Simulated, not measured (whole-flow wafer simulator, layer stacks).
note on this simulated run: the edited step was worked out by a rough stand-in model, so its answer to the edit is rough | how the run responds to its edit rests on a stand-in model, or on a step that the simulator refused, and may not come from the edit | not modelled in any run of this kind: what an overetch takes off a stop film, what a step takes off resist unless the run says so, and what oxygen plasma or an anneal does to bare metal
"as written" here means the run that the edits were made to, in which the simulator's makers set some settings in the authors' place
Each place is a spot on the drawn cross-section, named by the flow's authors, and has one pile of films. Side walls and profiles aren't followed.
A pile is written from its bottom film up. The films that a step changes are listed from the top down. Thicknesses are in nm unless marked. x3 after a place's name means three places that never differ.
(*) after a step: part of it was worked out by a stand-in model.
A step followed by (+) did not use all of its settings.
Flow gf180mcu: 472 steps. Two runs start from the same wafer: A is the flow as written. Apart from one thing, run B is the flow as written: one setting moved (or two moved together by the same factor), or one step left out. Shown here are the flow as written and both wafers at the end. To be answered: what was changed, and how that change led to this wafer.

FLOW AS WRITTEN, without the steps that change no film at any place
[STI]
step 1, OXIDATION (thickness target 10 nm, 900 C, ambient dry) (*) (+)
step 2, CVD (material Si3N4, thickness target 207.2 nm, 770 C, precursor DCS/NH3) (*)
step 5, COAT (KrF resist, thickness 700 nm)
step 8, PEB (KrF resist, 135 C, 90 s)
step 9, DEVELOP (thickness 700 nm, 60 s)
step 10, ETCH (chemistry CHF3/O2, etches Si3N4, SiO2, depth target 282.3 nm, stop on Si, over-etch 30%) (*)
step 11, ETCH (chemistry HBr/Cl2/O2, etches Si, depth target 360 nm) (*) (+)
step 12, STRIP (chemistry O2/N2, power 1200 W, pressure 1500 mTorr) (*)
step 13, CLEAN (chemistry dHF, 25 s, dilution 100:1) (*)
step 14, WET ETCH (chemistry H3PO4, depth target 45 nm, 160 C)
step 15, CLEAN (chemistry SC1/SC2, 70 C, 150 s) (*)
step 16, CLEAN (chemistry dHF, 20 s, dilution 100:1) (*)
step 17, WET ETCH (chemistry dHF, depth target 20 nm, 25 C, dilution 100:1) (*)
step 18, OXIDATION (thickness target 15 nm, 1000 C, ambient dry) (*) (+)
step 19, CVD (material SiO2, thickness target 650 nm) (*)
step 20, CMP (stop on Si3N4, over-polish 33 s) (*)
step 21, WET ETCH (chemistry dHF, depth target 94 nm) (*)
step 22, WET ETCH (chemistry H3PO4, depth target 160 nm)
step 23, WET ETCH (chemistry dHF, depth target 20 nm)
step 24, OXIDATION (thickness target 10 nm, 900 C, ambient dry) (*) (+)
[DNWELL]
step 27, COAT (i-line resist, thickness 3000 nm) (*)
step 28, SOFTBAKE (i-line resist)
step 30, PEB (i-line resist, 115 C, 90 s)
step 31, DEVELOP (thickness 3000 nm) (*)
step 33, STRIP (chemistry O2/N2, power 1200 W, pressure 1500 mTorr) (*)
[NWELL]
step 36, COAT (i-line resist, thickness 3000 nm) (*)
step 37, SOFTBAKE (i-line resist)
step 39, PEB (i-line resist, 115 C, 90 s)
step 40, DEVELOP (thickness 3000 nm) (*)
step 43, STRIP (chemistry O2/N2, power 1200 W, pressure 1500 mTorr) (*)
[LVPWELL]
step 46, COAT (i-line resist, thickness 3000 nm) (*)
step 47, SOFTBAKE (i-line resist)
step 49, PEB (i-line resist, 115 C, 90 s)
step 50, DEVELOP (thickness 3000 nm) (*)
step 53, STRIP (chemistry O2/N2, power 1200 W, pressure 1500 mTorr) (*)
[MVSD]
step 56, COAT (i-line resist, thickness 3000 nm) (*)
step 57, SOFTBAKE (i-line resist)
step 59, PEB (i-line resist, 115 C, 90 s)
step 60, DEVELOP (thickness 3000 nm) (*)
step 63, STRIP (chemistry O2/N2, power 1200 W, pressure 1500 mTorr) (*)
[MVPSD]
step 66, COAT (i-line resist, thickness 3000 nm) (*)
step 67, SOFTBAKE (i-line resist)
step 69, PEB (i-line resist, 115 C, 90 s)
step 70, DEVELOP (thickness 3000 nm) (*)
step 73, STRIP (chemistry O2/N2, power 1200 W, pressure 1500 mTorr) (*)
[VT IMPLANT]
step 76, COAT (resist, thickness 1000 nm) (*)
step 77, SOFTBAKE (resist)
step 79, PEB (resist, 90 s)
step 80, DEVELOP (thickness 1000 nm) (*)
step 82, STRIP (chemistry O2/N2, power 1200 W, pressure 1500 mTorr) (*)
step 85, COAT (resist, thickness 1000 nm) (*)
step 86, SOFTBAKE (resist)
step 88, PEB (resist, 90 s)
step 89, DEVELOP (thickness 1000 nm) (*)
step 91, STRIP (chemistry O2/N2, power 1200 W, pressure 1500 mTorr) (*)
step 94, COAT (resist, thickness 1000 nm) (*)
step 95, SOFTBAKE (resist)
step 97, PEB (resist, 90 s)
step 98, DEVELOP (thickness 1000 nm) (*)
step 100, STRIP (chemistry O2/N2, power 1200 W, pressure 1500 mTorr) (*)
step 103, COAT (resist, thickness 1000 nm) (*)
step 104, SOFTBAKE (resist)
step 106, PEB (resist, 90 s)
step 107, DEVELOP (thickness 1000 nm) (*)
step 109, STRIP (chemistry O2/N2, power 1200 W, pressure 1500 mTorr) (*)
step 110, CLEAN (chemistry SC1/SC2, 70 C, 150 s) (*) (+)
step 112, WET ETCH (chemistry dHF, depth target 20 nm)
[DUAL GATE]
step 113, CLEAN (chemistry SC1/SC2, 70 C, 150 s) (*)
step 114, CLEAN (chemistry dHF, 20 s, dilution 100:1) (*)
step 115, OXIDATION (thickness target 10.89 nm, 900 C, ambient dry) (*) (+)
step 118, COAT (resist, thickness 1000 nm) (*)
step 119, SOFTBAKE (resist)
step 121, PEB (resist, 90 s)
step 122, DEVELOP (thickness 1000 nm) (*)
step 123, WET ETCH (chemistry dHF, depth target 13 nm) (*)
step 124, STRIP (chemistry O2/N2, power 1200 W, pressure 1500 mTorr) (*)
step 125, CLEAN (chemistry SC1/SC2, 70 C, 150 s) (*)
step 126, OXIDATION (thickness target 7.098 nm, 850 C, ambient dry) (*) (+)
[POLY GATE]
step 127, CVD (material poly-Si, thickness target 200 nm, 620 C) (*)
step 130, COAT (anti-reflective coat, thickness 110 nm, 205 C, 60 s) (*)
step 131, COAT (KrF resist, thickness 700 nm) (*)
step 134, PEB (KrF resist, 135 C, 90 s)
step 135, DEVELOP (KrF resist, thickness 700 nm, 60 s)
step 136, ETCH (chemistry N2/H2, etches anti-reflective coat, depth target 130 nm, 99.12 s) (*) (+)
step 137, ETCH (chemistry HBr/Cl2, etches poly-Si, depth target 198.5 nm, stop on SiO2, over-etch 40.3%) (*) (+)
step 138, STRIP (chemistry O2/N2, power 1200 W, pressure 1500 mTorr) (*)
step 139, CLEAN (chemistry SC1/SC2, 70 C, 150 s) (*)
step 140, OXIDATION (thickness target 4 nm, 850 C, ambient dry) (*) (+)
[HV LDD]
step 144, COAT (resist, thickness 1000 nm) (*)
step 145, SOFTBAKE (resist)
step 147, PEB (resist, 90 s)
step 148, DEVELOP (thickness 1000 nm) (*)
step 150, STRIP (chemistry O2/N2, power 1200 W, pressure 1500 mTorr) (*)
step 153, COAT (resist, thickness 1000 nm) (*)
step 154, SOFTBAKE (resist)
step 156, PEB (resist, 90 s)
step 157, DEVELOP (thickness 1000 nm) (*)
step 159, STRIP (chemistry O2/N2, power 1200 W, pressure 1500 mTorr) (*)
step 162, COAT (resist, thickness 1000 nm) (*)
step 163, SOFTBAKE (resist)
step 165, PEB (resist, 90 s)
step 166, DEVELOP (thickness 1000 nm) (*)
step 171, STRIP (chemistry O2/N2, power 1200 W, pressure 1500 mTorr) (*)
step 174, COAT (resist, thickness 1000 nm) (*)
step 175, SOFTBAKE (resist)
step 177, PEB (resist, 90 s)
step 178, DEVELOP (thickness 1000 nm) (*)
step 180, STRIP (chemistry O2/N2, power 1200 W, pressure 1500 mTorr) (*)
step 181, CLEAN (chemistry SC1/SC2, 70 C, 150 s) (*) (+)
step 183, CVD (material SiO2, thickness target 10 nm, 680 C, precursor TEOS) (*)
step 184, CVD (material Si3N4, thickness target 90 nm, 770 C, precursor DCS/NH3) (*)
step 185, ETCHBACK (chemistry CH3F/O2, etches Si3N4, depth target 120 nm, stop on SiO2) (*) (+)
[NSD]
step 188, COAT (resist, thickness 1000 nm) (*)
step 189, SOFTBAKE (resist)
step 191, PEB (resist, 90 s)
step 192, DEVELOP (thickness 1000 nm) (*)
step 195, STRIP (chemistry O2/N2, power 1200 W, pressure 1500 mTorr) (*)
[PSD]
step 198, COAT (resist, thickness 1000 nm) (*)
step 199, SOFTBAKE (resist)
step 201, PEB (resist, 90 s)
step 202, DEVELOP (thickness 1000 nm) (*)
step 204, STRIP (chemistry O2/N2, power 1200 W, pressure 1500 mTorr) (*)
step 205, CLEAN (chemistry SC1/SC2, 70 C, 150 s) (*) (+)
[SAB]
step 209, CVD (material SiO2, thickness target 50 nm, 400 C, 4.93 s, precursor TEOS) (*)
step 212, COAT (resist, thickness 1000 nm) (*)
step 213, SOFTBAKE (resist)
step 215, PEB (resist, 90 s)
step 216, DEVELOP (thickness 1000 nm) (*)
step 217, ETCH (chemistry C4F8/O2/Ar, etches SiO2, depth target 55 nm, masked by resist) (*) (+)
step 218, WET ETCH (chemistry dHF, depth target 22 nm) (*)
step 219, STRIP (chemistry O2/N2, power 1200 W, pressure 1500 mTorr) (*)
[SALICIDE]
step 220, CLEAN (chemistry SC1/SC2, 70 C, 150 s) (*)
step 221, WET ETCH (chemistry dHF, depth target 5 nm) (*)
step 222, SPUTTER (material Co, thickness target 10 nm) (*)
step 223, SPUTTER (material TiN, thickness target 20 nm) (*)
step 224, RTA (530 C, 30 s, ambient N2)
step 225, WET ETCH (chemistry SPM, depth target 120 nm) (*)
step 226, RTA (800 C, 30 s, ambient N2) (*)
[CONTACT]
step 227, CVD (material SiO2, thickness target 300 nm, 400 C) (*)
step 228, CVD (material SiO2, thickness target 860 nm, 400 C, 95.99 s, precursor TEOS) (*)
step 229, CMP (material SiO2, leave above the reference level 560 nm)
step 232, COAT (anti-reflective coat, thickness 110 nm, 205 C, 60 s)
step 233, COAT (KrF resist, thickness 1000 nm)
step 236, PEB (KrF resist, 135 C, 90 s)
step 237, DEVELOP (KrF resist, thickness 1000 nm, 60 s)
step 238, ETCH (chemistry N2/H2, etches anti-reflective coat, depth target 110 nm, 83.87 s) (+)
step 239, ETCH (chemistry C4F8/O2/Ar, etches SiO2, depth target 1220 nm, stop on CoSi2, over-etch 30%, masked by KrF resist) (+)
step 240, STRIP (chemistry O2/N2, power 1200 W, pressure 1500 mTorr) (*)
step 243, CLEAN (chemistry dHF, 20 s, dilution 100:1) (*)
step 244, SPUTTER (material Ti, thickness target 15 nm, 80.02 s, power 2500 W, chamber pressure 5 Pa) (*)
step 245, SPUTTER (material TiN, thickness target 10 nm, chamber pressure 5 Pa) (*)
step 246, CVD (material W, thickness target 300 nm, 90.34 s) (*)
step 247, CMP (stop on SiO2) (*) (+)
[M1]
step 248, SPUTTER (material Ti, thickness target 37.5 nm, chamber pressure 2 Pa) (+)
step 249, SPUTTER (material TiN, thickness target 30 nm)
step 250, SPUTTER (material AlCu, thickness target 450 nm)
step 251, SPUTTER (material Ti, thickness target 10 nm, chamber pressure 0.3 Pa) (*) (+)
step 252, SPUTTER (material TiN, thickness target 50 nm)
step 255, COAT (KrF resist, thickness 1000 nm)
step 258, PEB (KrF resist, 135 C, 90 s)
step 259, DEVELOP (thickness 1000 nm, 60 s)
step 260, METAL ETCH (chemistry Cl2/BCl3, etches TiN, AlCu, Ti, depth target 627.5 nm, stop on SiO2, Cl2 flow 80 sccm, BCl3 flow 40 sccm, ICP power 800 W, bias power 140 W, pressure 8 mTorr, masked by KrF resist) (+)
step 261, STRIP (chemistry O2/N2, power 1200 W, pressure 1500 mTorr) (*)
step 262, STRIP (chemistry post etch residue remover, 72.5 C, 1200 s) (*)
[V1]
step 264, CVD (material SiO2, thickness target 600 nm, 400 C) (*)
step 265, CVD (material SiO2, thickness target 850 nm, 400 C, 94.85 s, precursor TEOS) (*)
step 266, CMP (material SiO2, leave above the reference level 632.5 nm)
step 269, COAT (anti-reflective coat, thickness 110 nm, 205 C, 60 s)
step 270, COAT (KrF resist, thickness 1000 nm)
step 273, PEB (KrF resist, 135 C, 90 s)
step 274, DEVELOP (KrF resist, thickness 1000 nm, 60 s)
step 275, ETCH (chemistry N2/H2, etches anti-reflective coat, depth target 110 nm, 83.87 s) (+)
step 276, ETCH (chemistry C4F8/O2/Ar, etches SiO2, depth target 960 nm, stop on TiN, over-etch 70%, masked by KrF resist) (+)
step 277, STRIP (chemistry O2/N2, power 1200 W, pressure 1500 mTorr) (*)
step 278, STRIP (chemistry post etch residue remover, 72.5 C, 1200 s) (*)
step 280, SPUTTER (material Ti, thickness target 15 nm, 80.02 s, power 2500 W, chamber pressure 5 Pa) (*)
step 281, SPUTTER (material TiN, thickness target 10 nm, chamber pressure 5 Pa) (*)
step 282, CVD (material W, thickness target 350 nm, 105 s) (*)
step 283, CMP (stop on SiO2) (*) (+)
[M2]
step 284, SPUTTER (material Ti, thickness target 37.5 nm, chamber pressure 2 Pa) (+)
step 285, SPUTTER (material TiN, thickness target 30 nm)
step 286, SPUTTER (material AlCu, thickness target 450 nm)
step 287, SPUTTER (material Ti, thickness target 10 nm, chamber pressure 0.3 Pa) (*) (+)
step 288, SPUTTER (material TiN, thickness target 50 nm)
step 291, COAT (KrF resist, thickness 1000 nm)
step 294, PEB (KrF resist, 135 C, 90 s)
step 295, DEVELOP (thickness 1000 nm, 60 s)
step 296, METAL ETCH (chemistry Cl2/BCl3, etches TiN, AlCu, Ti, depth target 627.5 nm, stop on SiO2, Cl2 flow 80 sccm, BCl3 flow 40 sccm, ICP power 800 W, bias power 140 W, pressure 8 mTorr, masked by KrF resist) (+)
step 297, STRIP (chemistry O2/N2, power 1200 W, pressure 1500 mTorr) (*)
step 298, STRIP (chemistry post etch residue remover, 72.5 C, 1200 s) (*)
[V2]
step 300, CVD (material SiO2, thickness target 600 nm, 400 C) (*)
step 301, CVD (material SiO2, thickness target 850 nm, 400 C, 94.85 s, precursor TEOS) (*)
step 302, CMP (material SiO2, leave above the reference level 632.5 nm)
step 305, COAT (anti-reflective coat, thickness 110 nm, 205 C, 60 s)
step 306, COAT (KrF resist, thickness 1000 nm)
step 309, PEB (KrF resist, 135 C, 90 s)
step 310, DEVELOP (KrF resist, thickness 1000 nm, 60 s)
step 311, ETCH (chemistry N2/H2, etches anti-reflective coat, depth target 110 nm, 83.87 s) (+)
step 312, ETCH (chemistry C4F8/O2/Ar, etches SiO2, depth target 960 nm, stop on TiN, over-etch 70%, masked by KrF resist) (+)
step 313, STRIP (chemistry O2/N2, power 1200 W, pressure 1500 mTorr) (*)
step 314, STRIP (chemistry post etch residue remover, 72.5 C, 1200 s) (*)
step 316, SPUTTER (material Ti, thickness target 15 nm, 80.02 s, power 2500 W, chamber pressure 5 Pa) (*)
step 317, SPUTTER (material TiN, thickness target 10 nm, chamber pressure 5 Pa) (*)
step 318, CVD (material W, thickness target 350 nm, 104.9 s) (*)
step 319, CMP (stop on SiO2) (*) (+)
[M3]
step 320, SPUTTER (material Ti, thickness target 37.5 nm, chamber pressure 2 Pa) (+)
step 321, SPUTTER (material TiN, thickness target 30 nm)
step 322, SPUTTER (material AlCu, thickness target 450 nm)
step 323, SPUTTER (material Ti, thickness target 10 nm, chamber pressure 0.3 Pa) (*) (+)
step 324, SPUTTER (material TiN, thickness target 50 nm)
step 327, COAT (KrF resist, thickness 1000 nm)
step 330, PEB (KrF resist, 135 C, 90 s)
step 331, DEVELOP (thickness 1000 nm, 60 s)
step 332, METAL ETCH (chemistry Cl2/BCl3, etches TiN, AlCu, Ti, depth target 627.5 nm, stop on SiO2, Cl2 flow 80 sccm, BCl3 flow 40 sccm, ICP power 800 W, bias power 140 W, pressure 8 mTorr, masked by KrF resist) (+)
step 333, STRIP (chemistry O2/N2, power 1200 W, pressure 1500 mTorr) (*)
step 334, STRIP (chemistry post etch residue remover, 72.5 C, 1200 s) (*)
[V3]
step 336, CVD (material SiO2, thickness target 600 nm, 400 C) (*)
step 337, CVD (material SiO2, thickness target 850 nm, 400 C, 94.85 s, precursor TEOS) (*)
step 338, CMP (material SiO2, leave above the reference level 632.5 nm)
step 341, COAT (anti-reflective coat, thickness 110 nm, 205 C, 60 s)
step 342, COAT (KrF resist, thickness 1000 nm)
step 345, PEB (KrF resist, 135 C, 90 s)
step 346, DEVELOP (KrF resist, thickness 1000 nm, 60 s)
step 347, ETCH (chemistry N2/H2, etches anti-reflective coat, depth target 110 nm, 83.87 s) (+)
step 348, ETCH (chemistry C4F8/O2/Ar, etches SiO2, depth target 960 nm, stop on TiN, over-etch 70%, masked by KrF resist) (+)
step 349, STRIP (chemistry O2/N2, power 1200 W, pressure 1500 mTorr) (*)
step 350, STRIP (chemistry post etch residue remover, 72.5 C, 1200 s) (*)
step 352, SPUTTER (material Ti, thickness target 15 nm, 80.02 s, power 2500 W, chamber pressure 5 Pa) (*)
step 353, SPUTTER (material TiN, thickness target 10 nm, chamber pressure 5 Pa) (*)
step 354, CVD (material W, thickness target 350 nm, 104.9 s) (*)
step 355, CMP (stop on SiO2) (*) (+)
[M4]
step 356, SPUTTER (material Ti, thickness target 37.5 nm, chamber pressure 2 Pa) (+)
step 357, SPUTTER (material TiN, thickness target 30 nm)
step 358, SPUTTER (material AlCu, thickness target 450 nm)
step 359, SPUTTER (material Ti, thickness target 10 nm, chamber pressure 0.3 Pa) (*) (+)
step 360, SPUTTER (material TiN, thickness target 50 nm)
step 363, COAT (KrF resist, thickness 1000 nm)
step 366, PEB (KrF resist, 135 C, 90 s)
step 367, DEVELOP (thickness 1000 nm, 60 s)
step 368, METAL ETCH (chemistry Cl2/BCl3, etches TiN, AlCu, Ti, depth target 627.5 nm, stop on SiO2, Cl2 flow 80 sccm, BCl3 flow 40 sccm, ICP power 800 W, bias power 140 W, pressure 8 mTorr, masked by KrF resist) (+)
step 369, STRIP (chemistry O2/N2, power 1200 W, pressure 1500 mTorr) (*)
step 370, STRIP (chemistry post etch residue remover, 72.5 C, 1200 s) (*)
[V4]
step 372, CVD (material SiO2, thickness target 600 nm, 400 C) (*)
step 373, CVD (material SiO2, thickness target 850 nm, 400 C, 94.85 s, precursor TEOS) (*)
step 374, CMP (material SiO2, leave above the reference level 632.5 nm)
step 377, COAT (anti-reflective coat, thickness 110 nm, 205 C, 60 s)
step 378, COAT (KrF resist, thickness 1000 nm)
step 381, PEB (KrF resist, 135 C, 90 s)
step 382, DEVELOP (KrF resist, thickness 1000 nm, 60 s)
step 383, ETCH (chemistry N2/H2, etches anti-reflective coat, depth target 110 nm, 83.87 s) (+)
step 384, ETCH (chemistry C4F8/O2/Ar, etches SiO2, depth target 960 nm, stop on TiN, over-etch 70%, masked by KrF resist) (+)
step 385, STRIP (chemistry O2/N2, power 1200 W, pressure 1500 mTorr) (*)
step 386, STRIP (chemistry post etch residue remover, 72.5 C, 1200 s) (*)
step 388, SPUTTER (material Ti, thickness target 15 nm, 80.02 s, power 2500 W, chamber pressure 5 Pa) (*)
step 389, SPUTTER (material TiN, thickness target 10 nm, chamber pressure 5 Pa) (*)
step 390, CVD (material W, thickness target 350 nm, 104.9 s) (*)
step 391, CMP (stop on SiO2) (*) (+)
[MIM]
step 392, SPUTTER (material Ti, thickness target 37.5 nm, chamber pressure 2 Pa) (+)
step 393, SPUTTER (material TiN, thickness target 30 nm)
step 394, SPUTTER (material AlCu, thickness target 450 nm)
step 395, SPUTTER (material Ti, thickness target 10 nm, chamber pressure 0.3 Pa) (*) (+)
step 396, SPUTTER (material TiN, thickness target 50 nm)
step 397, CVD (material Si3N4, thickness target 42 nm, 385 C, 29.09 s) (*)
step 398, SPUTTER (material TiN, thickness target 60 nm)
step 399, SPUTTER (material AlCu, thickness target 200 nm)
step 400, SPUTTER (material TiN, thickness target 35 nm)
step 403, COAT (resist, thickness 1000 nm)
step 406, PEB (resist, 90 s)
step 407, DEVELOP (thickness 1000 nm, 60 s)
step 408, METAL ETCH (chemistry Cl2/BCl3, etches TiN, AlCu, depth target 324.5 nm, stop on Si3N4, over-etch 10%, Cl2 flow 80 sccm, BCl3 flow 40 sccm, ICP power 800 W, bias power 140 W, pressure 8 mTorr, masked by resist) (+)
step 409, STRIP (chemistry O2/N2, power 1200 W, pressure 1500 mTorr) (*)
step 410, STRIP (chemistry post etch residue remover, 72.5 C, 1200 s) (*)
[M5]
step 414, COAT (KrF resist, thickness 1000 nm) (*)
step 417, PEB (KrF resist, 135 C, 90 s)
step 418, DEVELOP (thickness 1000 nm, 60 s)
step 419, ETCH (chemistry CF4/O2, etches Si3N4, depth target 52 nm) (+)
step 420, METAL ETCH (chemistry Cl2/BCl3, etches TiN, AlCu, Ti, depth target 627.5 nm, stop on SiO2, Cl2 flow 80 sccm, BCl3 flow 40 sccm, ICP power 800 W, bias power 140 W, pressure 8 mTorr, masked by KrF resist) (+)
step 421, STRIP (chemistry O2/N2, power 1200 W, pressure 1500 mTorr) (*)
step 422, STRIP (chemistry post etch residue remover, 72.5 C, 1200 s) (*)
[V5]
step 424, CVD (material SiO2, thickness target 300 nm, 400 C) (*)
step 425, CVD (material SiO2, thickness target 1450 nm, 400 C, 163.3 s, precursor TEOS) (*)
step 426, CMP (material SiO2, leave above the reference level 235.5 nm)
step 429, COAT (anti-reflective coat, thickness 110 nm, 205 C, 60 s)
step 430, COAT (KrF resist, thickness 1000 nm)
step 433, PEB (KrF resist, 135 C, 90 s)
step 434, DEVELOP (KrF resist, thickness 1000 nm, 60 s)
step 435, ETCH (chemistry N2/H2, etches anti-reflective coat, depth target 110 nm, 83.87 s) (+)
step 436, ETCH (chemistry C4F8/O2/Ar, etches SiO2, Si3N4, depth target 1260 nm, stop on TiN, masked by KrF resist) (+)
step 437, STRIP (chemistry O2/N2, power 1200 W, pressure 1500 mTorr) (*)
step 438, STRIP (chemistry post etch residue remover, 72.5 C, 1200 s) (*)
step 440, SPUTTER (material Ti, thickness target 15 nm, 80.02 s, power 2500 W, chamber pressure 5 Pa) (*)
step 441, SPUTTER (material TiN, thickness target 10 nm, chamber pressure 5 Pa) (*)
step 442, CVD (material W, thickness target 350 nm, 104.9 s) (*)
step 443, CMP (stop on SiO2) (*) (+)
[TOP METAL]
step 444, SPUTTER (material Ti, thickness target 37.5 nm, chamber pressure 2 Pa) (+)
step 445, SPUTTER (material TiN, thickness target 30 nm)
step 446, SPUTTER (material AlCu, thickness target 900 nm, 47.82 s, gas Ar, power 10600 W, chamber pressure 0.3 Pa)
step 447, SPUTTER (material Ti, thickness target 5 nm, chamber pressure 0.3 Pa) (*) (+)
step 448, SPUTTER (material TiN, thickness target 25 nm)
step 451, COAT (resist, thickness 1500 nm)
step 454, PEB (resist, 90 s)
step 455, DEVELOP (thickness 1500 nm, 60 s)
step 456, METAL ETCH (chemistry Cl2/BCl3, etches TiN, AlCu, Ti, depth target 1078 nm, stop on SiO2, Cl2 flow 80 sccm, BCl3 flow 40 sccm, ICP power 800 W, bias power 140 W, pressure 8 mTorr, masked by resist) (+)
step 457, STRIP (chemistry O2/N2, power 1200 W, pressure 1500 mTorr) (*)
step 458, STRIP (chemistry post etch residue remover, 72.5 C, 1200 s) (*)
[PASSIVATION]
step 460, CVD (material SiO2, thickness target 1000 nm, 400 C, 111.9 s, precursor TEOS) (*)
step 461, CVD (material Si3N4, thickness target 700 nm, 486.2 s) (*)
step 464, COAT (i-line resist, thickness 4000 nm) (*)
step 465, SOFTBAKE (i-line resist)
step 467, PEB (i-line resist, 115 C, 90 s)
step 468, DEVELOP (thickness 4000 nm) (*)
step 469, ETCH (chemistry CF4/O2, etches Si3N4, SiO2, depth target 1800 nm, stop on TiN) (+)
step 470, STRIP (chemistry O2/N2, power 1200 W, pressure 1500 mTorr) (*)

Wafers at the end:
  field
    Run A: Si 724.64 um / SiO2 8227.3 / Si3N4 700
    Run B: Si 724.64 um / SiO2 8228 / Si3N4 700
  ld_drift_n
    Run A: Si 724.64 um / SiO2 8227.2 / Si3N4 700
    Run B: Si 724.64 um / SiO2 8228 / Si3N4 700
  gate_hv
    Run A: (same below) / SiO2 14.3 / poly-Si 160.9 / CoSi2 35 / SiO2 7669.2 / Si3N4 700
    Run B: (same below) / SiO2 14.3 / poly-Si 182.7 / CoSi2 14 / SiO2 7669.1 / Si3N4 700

Cause: step 222, SPUTTER: thickness target 4 nm was run, whereas the flow has thickness target 10 nm.

The path from the change to this, step by step:
  step 222, SPUTTER (material Co, thickness target 10 nm) (*)
      field, field__w7, field__w8 and 71 more: A +10 Co (new film) | B +4 Co (new film)
      field__w6, field_sub, field_sub__w2: A +9.95 Co (new film) | B +3.98 Co (new film)
      (and at 34 other places as well)
  step 224, RTA (530 C, 30 s, ambient N2)
      gate, gate_hv, gate_p and 22 more: A under 1 film: +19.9 CoSi (new film), -10 Co (all of it), -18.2 poly-Si | B under 1 film: +7.95 CoSi (new film), -4 Co (all of it), -7.28 poly-Si
      active, p_well, sd_n and 11 more: A under 1 film: +19.9 CoSi (new film), -10 Co (all of it), -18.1 Si | B under 1 film: +7.95 CoSi (new film), -4 Co (all of it), -7.25 Si
      (and at 10 other places as well)
  step 225, WET ETCH (chemistry SPM, depth target 120 nm) (*)
      field, field__w7, field__w8 and 32 more: A -20 TiN (all of it), -10 Co (all of it) | B -20 TiN (all of it), -4 Co (all of it)
      field__w9, nw_enc_fld_lv__w3: A -19.1 TiN (all of it), -9.6 Co (all of it) | B -19.1 TiN (all of it), -3.84 Co (all of it)
      (and at 25 other places as well)
  step 226, RTA (800 C, 30 s, ambient N2) (*)
      gate, gate_hv, gate_p and 22 more: A +35 CoSi2 (new film), -19.9 CoSi (all of it), -18.2 poly-Si | B +14 CoSi2 (new film), -7.95 CoSi (all of it), -7.28 poly-Si
      active, p_well, sd_n and 11 more: A +35 CoSi2 (new film), -19.9 CoSi (all of it), -18.1 Si | B +14 CoSi2 (new film), -7.95 CoSi (all of it), -7.25 Si
      (and at 10 other places as well)
